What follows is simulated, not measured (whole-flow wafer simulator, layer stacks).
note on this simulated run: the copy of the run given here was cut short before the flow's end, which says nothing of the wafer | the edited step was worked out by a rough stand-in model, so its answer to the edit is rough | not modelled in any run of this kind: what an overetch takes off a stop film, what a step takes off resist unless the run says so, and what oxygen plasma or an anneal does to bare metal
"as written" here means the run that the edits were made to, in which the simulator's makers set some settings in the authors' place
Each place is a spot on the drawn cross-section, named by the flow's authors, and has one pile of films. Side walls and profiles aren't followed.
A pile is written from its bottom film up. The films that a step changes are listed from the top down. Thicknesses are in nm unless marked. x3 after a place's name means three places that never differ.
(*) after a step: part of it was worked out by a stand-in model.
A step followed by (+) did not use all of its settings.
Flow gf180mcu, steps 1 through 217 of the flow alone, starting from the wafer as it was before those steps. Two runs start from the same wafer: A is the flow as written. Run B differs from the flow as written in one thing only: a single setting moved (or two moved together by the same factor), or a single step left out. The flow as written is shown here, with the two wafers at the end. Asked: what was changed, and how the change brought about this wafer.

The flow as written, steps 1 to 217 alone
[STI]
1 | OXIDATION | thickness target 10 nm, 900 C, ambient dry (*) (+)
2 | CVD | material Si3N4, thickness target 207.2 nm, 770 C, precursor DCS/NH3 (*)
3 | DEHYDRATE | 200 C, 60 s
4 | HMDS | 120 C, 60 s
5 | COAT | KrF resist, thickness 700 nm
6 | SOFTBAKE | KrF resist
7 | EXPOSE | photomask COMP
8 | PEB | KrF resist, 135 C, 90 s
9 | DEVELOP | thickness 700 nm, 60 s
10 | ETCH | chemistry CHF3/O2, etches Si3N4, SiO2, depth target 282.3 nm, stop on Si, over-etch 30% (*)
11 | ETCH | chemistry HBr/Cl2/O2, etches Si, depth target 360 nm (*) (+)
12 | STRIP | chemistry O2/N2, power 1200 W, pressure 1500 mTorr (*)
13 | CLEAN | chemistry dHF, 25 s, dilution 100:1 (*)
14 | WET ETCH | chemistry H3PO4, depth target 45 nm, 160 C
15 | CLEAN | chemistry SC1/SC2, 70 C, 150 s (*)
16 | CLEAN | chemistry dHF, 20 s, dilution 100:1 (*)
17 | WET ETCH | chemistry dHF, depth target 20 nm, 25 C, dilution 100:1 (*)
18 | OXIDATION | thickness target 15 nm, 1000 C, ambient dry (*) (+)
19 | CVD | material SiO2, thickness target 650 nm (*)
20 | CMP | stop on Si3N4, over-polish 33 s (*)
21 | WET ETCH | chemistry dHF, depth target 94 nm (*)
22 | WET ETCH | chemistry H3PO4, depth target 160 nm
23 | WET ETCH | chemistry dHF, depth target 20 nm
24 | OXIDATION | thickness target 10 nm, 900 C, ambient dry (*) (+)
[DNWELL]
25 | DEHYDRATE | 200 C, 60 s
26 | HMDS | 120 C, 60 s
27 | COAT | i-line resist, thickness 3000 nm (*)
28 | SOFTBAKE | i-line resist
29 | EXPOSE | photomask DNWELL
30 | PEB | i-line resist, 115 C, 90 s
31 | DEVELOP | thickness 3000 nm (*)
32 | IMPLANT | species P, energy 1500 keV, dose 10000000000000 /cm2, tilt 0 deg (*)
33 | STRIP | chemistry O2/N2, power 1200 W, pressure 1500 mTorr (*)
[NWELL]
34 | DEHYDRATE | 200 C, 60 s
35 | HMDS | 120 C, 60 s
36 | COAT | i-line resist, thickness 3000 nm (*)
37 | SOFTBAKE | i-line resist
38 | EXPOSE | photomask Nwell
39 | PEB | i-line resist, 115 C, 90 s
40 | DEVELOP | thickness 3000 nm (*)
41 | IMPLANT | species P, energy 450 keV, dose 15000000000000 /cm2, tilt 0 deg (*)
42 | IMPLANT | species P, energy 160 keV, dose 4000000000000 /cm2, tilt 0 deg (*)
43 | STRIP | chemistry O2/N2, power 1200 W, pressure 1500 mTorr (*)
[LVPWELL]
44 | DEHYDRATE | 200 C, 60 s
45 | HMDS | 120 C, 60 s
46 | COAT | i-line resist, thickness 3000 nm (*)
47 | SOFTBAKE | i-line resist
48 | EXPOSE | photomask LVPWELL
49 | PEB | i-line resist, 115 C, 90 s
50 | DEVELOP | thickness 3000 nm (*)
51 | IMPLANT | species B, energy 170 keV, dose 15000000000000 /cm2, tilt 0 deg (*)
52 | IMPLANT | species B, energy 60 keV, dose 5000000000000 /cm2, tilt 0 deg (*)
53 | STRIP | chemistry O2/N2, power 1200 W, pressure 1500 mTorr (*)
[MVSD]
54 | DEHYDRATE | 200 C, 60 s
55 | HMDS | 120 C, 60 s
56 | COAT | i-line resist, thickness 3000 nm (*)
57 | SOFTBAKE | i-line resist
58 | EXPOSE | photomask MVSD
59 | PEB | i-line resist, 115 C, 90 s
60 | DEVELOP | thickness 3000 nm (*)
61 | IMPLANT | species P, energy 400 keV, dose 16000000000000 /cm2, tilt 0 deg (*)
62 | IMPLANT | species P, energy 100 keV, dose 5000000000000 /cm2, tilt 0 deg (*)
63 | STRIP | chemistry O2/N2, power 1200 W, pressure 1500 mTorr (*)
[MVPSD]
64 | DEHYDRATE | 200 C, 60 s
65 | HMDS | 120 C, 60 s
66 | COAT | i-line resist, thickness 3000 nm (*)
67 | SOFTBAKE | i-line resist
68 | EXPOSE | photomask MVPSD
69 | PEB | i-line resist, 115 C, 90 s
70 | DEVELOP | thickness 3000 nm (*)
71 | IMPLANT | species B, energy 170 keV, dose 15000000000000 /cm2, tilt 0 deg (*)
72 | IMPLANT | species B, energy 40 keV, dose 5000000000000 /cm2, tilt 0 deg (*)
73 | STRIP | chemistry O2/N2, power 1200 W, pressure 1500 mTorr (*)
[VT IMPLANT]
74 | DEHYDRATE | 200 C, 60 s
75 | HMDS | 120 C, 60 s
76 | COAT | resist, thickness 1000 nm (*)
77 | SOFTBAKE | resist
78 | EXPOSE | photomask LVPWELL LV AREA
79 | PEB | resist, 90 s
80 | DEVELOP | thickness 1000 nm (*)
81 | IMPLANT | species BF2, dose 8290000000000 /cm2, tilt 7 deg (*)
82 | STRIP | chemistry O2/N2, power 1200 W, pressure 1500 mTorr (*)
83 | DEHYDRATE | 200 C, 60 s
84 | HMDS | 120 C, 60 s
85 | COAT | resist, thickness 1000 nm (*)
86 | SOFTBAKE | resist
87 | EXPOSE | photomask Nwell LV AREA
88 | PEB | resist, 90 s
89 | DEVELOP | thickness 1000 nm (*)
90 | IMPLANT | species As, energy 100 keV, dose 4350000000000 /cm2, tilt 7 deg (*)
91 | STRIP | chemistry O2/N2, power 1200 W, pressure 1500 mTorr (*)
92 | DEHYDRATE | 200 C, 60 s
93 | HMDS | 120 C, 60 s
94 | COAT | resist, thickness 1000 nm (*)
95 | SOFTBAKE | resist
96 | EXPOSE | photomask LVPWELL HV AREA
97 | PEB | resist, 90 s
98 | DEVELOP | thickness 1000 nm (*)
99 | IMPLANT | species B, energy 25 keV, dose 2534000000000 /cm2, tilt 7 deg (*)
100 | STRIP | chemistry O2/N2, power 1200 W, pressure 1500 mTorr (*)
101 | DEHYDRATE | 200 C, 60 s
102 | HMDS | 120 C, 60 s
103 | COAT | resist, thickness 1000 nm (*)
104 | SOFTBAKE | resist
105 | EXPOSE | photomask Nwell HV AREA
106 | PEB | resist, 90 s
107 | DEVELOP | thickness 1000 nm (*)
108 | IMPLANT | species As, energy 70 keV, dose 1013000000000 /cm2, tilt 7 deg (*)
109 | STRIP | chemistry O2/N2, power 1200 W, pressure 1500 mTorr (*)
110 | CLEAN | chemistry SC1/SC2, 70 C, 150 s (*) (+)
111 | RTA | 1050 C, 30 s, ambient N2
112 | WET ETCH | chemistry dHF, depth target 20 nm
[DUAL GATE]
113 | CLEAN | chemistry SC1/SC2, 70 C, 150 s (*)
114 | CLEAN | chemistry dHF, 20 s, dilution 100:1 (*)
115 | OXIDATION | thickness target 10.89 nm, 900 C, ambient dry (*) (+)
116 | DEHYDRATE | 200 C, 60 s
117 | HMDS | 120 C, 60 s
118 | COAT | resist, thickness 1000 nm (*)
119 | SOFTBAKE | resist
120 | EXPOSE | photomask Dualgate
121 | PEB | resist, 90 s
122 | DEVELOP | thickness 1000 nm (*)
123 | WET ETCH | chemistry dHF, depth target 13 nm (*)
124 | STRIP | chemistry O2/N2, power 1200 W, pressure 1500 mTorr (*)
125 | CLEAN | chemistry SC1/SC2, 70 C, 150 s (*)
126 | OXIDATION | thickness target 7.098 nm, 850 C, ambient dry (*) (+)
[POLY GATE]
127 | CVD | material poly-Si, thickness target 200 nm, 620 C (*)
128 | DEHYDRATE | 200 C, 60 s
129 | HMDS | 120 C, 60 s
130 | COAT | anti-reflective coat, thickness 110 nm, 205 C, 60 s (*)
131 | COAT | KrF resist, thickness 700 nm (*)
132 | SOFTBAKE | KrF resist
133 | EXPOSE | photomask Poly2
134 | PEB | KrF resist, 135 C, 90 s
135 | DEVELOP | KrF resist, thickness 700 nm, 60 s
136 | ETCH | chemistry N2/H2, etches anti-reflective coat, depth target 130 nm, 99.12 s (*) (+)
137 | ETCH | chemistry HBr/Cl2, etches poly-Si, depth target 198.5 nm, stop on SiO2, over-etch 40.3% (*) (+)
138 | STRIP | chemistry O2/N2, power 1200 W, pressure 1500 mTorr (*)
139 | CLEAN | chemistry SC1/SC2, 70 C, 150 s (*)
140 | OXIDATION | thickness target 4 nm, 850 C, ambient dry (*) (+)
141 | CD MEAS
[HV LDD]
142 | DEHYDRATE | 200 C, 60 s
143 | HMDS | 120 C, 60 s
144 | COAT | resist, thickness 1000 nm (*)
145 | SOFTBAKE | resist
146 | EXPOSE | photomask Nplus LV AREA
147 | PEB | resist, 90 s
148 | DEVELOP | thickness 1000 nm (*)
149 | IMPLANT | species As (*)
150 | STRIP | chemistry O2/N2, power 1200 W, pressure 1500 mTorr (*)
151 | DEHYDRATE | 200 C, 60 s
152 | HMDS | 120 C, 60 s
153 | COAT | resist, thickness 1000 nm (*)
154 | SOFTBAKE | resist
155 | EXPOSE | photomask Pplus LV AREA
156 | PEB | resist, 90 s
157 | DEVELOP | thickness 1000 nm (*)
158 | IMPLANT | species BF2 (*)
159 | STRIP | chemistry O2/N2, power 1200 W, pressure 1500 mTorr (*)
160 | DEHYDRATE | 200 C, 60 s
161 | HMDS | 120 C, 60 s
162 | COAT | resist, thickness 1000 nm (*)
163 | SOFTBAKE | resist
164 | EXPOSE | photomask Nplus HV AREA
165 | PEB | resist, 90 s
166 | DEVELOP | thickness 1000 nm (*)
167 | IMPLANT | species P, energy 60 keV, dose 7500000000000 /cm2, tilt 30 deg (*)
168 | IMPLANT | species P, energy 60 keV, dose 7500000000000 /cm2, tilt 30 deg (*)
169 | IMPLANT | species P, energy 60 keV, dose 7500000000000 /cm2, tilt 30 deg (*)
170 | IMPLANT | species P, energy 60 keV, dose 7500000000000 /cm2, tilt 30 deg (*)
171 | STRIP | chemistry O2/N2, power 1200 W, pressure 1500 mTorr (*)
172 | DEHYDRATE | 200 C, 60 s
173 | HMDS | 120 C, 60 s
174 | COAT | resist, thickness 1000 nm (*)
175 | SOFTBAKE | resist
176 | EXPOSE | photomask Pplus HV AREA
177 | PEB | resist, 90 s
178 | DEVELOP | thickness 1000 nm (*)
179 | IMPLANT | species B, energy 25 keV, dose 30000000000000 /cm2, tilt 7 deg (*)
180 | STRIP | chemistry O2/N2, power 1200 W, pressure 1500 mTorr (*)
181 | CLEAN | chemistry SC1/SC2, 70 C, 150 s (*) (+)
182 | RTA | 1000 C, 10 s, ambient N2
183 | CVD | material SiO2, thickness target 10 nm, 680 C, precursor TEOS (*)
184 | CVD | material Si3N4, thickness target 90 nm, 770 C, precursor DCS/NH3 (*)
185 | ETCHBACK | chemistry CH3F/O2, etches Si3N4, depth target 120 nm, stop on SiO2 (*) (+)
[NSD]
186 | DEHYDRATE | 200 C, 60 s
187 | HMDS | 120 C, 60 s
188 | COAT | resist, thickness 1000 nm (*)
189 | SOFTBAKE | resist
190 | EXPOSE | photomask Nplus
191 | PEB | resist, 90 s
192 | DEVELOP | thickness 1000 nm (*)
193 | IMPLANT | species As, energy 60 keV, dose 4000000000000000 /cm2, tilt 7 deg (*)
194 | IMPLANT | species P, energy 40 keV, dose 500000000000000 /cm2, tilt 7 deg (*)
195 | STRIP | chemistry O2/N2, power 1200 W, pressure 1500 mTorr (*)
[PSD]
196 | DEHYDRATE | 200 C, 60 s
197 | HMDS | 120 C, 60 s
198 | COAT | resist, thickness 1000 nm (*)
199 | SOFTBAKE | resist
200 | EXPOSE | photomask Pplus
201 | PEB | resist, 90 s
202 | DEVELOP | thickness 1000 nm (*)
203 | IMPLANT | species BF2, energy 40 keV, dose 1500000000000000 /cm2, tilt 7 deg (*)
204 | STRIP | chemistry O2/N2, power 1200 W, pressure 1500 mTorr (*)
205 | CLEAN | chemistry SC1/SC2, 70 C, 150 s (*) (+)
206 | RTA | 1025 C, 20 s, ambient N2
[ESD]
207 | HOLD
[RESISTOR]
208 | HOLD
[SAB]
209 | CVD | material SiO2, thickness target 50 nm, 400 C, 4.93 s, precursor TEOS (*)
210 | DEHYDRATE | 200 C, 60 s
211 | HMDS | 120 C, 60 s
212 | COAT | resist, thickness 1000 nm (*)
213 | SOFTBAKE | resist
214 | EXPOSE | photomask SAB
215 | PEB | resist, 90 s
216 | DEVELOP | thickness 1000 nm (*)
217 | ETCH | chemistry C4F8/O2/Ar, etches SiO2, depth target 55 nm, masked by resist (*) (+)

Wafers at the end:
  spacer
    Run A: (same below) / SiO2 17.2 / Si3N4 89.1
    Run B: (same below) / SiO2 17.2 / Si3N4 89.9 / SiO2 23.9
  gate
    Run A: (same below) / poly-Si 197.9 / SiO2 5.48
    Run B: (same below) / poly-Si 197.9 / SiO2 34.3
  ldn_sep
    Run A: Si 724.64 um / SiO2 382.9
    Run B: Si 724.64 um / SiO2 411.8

What caused this: step 209, CVD: 7.888 s was run, whereas the flow has 4.93 s.

How this came from the change, step by step:
  209 | CVD | material SiO2, thickness target 50 nm, 400 C, 4.93 s, precursor TEOS (*)
      field, field__w7, field__w8 and 73 more: A +50 SiO2 | B +78.9 SiO2
      field_sub, field_sub__w2, ld_drn_n, ld_sd_p: A +48.8 SiO2 | B +77 SiO2
      (as well as at 29 more places)
  217 | ETCH | chemistry C4F8/O2/Ar, etches SiO2, depth target 55 nm, masked by resist (*) (+)
      spacer: A -50 SiO2 (all of it), -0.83 Si3N4 | B -55 SiO2
